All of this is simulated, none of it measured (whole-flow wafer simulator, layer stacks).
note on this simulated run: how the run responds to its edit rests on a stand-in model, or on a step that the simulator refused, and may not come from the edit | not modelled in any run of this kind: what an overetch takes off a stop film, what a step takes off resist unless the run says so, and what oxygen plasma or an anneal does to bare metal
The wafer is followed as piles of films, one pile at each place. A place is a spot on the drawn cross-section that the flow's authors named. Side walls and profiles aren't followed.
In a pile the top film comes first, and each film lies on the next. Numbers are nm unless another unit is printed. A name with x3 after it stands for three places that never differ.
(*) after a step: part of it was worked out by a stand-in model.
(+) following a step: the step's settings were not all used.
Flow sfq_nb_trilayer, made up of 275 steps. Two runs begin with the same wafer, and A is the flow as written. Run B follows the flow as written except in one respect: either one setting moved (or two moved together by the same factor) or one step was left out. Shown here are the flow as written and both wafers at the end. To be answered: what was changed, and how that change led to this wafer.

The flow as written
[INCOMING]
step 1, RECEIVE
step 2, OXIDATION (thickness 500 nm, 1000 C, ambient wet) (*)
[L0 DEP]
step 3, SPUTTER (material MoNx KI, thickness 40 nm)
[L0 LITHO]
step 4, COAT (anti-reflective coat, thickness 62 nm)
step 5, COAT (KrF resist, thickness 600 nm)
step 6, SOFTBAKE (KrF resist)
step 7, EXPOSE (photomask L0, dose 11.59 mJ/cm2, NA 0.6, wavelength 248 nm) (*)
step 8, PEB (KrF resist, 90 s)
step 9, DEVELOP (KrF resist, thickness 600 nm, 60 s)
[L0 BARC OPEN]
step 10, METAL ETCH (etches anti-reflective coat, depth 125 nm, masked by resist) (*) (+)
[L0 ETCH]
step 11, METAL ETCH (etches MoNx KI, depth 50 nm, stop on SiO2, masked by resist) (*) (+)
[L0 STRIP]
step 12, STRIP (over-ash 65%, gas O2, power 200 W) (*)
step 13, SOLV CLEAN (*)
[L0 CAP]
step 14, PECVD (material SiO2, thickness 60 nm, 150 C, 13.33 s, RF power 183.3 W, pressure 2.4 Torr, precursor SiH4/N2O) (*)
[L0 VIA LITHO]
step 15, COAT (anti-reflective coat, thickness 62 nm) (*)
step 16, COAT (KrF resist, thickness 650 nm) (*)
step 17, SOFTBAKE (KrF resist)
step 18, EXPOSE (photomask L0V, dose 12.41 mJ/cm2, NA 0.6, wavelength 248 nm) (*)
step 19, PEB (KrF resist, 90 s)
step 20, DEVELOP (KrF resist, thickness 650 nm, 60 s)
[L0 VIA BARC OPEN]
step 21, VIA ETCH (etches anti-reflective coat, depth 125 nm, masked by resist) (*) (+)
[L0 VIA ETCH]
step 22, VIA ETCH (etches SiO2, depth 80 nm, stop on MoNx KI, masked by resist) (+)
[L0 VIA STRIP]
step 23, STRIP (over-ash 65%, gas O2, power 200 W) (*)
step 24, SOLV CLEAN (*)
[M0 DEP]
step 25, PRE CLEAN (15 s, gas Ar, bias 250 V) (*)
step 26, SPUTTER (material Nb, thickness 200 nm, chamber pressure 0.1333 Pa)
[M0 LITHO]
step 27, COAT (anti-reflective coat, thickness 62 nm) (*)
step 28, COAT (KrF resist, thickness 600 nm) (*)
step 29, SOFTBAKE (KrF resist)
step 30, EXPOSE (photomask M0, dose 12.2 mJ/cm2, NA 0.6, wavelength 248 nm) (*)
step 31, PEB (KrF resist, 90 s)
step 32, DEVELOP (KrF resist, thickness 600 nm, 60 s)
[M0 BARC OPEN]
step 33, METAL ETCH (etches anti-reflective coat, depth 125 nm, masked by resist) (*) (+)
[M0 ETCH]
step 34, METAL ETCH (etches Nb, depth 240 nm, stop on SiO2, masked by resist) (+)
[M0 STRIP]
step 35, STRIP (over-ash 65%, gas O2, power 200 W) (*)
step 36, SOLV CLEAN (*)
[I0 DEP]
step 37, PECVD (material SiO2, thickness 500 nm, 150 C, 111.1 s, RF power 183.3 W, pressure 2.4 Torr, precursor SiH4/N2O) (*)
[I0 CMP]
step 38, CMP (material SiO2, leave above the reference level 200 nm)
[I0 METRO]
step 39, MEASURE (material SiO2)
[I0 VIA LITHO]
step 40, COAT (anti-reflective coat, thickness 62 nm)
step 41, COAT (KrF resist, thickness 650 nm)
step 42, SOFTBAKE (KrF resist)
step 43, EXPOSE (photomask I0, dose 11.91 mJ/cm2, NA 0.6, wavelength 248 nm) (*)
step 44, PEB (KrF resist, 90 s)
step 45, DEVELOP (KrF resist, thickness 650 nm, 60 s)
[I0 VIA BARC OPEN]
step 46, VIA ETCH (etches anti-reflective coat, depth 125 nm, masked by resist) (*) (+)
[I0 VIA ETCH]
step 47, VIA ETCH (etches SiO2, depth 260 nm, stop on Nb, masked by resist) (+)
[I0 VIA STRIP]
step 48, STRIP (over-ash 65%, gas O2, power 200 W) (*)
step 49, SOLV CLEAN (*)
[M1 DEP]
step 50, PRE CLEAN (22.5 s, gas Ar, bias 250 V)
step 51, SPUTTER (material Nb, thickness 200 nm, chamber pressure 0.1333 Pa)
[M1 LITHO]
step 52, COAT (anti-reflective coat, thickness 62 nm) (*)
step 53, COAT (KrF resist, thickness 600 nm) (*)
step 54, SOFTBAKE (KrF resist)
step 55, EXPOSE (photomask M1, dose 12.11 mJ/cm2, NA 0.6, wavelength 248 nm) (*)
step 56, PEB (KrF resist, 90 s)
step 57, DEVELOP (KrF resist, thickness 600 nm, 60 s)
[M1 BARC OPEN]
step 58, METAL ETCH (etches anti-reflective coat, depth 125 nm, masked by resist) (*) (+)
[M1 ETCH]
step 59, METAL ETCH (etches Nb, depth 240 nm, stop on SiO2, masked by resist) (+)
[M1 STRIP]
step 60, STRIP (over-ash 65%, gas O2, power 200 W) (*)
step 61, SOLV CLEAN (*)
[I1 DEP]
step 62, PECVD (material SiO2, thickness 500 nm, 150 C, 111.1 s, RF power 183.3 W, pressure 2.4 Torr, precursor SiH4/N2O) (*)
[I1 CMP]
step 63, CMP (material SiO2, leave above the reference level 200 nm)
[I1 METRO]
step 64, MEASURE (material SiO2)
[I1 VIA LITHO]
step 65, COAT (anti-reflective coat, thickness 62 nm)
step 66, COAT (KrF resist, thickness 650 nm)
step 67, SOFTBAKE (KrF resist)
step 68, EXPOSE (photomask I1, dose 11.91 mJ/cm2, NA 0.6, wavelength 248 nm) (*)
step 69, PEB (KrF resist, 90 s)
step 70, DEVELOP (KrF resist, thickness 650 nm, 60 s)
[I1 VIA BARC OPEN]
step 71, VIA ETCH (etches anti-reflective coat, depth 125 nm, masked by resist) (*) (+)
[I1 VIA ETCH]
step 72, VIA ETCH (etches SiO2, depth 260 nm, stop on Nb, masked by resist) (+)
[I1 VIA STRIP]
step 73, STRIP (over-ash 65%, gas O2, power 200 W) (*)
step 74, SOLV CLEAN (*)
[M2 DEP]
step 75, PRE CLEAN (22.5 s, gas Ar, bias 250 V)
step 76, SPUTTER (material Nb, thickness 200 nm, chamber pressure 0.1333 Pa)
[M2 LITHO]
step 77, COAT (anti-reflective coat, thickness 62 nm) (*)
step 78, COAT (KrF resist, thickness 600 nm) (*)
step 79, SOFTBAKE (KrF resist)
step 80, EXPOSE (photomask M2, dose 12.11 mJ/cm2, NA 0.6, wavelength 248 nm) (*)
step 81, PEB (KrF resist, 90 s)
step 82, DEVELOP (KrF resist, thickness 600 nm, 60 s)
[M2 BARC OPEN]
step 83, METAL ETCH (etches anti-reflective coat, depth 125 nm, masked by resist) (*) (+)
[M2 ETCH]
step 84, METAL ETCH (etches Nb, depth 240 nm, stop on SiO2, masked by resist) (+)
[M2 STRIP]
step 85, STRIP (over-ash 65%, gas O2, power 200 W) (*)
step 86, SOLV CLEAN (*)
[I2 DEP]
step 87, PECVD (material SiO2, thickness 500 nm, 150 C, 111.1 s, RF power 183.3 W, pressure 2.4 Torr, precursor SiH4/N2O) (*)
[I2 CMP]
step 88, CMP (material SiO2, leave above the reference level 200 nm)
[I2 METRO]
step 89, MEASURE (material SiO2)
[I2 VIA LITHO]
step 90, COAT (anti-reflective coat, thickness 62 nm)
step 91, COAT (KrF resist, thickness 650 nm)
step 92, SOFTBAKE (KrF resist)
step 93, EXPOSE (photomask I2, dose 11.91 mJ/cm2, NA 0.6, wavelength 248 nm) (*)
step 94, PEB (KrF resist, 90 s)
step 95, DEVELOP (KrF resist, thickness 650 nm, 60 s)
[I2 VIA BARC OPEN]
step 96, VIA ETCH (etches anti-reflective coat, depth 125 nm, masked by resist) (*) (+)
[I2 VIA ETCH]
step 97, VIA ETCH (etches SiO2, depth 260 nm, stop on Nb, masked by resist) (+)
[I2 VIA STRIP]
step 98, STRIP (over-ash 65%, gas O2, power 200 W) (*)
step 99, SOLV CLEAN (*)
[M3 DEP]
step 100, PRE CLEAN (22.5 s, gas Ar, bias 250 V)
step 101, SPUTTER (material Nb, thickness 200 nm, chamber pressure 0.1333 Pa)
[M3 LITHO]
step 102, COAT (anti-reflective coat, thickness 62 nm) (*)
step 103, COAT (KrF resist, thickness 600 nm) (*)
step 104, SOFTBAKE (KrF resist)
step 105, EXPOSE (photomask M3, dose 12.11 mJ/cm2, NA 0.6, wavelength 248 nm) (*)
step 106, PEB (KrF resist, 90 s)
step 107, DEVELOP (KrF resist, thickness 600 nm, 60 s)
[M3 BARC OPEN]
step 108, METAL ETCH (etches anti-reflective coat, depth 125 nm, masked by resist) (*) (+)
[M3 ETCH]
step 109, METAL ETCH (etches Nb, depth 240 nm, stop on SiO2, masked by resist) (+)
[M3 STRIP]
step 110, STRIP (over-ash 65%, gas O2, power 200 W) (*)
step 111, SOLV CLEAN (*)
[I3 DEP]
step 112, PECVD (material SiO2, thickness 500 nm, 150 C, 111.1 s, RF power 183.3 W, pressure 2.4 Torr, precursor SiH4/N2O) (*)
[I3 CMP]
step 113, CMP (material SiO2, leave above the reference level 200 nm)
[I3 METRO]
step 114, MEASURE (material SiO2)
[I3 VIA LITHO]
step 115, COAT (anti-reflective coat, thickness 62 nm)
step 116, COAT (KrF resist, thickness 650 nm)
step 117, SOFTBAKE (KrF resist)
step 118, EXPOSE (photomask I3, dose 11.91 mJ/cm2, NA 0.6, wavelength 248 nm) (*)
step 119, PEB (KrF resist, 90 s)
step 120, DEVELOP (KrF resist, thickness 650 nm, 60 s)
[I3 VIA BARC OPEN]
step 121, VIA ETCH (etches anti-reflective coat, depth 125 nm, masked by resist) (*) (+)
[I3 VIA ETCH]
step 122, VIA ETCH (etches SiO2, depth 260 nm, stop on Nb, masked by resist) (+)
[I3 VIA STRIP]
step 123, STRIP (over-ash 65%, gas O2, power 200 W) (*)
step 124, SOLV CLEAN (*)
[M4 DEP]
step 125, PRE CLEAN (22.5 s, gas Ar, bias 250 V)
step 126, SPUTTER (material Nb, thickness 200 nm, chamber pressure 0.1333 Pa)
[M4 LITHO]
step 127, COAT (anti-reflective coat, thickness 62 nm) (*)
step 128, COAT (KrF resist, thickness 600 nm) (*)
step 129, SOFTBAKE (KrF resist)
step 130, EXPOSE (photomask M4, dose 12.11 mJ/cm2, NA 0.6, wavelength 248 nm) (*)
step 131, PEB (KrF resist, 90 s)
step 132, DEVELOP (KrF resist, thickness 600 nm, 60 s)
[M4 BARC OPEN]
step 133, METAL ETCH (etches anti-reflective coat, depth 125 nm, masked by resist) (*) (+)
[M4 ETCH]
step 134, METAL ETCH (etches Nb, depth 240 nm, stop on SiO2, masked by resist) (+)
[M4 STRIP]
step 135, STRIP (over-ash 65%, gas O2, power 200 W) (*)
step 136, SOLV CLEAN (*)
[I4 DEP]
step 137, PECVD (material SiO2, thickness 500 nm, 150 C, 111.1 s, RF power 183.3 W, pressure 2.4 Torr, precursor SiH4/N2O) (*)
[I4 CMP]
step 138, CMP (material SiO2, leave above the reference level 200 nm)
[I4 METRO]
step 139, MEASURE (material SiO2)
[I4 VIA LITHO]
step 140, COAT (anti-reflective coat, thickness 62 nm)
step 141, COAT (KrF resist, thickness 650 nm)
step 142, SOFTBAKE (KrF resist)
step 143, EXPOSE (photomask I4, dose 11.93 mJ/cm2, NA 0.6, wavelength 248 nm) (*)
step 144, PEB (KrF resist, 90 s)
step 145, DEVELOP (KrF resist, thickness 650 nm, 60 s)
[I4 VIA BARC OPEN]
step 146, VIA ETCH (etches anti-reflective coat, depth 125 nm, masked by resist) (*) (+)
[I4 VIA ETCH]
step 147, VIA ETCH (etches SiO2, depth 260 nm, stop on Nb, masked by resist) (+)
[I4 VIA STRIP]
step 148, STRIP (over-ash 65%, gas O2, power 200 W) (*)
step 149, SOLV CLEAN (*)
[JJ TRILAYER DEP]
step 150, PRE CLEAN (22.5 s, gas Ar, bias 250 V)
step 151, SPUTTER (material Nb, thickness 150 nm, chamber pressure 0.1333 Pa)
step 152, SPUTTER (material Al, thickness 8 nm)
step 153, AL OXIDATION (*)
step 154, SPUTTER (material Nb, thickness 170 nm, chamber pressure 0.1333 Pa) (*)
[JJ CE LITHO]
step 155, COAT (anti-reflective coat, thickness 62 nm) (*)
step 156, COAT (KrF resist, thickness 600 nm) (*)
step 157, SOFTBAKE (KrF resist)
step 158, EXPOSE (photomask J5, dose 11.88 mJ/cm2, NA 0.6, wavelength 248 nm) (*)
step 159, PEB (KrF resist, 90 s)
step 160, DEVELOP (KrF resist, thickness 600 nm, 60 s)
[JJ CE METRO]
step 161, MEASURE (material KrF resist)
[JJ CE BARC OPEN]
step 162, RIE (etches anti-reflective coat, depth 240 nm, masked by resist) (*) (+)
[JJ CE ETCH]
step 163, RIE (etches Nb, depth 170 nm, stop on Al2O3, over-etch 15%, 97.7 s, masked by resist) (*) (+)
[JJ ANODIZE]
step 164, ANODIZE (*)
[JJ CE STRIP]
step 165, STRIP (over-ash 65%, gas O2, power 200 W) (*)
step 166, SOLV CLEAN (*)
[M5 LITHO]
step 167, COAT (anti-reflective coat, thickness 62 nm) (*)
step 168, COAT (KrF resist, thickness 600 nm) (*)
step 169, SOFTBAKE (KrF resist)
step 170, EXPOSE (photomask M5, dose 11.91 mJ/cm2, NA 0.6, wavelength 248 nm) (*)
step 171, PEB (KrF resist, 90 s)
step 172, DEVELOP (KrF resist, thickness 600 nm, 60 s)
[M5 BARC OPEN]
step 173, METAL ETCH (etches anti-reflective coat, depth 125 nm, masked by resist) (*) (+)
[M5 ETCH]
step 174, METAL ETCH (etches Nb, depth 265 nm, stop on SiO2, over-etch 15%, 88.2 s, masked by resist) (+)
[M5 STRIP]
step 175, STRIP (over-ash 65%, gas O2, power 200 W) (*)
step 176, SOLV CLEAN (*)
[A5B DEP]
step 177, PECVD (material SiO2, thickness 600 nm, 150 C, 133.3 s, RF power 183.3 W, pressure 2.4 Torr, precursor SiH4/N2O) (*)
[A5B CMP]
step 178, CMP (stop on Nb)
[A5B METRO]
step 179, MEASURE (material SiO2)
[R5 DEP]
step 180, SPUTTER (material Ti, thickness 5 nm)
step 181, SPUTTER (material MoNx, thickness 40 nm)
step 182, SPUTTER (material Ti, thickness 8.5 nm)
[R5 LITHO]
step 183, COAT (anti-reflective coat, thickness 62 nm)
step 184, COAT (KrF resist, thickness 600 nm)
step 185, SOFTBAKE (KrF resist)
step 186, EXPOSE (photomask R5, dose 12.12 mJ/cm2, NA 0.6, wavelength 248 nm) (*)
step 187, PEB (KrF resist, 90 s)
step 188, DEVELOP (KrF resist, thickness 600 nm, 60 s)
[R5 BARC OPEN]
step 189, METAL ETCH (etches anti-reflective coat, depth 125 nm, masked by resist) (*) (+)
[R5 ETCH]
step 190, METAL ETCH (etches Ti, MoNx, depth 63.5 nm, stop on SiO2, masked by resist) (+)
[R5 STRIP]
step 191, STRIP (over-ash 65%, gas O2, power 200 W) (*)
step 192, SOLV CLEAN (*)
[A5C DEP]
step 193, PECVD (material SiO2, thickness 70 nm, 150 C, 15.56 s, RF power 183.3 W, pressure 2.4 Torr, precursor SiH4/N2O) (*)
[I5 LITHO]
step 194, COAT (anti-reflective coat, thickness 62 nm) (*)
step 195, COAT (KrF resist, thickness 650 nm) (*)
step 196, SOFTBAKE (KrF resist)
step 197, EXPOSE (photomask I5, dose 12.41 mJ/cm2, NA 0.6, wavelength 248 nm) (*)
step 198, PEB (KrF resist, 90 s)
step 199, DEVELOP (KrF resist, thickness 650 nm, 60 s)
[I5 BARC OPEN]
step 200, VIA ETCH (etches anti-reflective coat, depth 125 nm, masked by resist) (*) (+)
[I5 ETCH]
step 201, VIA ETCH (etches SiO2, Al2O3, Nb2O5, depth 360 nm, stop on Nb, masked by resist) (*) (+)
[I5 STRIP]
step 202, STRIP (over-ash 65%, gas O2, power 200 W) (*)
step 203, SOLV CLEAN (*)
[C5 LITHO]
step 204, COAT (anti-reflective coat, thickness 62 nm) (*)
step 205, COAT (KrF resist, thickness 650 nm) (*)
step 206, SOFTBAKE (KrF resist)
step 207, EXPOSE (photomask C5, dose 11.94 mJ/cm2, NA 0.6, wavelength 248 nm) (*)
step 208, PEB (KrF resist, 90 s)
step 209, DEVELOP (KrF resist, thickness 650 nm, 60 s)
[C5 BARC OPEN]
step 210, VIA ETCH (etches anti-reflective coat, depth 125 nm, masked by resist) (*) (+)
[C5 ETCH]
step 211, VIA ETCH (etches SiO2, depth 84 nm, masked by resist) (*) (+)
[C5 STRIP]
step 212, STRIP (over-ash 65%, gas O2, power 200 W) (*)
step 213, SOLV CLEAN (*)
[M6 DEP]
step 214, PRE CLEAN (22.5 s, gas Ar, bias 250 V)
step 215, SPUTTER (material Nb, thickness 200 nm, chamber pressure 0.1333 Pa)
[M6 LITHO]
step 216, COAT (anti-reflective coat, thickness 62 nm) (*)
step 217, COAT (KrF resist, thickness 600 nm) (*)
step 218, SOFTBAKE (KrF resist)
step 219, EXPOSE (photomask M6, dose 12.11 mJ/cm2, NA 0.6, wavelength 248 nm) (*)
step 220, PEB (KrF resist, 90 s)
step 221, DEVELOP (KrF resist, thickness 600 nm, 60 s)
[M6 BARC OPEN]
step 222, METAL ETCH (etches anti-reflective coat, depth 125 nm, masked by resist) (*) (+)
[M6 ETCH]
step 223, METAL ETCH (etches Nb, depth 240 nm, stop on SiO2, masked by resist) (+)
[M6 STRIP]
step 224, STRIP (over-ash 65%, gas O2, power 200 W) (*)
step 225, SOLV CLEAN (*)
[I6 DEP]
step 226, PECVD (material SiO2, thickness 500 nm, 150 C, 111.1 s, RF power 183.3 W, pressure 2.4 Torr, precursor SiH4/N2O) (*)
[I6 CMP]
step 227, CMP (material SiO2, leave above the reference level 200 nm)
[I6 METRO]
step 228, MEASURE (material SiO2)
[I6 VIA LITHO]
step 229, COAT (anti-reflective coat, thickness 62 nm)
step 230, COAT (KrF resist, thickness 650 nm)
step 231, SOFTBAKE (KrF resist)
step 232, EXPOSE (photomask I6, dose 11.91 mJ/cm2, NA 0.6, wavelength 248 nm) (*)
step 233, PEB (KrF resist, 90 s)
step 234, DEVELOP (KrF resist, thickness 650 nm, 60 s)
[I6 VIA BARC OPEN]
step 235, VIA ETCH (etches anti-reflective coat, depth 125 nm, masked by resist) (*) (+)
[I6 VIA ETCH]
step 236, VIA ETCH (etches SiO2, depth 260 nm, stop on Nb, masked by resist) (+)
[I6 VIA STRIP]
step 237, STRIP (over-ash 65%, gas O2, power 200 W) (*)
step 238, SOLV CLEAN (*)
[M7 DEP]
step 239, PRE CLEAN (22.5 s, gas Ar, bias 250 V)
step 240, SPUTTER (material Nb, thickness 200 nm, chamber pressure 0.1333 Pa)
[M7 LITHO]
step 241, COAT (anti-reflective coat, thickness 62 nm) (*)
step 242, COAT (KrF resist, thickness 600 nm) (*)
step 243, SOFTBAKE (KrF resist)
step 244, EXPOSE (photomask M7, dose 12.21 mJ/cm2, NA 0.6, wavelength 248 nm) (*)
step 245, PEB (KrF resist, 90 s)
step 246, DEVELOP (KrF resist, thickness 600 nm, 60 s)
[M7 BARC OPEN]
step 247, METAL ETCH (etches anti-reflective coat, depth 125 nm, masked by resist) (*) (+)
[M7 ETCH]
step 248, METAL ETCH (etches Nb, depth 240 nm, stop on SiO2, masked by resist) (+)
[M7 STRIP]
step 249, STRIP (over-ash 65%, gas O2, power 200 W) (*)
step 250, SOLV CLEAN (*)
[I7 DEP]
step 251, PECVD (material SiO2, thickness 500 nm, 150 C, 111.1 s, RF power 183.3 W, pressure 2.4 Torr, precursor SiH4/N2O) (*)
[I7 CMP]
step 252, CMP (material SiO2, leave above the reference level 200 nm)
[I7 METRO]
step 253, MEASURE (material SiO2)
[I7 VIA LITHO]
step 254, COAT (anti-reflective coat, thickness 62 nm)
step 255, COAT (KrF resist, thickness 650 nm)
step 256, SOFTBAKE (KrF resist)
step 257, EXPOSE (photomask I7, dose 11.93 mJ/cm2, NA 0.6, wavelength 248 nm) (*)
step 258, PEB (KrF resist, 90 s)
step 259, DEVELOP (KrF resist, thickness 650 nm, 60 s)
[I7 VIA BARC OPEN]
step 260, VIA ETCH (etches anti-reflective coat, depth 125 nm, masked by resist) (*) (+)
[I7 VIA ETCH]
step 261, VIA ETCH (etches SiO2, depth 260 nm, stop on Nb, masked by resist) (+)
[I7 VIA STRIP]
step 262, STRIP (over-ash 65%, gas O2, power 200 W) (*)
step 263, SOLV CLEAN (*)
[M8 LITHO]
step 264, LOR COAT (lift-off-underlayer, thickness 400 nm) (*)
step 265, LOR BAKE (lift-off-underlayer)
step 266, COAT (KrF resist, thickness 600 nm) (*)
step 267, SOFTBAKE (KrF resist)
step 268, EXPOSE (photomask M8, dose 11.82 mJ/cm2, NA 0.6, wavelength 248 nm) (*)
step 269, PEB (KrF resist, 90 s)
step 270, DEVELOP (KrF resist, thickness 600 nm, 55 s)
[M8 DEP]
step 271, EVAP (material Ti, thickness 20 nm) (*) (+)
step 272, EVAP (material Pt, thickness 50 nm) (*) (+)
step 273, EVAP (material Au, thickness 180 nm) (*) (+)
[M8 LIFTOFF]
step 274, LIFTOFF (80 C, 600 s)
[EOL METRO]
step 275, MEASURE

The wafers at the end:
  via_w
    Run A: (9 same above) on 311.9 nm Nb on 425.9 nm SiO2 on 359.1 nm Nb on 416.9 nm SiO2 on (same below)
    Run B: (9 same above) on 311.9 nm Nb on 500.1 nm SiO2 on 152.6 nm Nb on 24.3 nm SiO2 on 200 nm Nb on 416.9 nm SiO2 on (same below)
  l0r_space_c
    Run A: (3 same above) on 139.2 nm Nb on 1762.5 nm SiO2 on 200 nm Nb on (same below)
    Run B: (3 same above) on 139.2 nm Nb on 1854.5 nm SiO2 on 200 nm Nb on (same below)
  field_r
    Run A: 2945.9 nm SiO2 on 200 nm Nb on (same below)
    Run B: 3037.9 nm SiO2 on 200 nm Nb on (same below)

What caused this: step 88, CMP: leave above the reference level 292 nm was run, whereas the flow has leave above the reference level 200 nm.

Step by step, how the change led to this:
  step 88, CMP (material SiO2, leave above the reference level 200 nm)
      field_l, be, be_sur and 81 more: A -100 SiO2 | B -8 SiO2
      v_sur, via_wl, via_w and 18 more: A -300 SiO2 | B -208 SiO2
      (and at 1 other place as well)
  step 97, VIA ETCH (etches SiO2, depth 260 nm, stop on Nb, masked by resist) (+)
      via_w: A -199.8 SiO2 (all of it) | B -260 SiO2
  step 100, PRE CLEAN (22.5 s, gas Ar, bias 250 V)
      via_w: A -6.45 Nb | B -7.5 SiO2
  step 101, SPUTTER (material Nb, thickness 200 nm, chamber pressure 0.1333 Pa)
      via_w: A +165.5 Nb | B +152.6 Nb (new film)
  step 102, COAT (anti-reflective coat, thickness 62 nm) (*)
      via_wl, via_wr: A +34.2 anti-reflective coat (new film) | B +23 anti-reflective coat (new film)
      v_sur: A +61.1 anti-reflective coat (new film) | B +55.7 anti-reflective coat (new film)
      (and at 2 other places as well)
  step 103, COAT (KrF resist, thickness 600 nm) (*)
      via_w: A +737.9 KrF resist (new film) | B +794 KrF resist (new film)
  step 110, STRIP (over-ash 65%, gas O2, power 200 W) (*)
      v_sur: A -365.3 KrF resist (all of it), -61.1 anti-reflective coat (all of it) | B -362.3 KrF resist (all of it), -55.7 anti-reflective coat (all of it)
      via_wl: A -384.2 KrF resist (all of it), -34.2 anti-reflective coat (all of it) | B -383.9 KrF resist (all of it), -23 anti-reflective coat (all of it)
      (and at 3 other places as well)
  step 112, PECVD (material SiO2, thickness 500 nm, 150 C, 111.1 s, RF power 183.3 W, pressure 2.4 Torr, precursor SiH4/N2O) (*)
      via_w: A +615 SiO2 (new film) | B +664.6 SiO2 (new film)
  step 113, CMP (material SiO2, leave above the reference level 200 nm)
      via_w: A -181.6 SiO2 | B -157.1 SiO2
If metal films that touch count as one body, via_w has 6 bodies (between them, from the top down: SiO2 192.5; SiO2 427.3 / Al2O3 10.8 / Nb2O5 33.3; SiO2 500.1; SiO2 24.3; SiO2 416.9); the flow as written gives 5 bodies (between them, from the top down: SiO2 192.5; SiO2 427.3 / Al2O3 10.8 / Nb2O5 33.3; SiO2 425.9; SiO2 416.9).
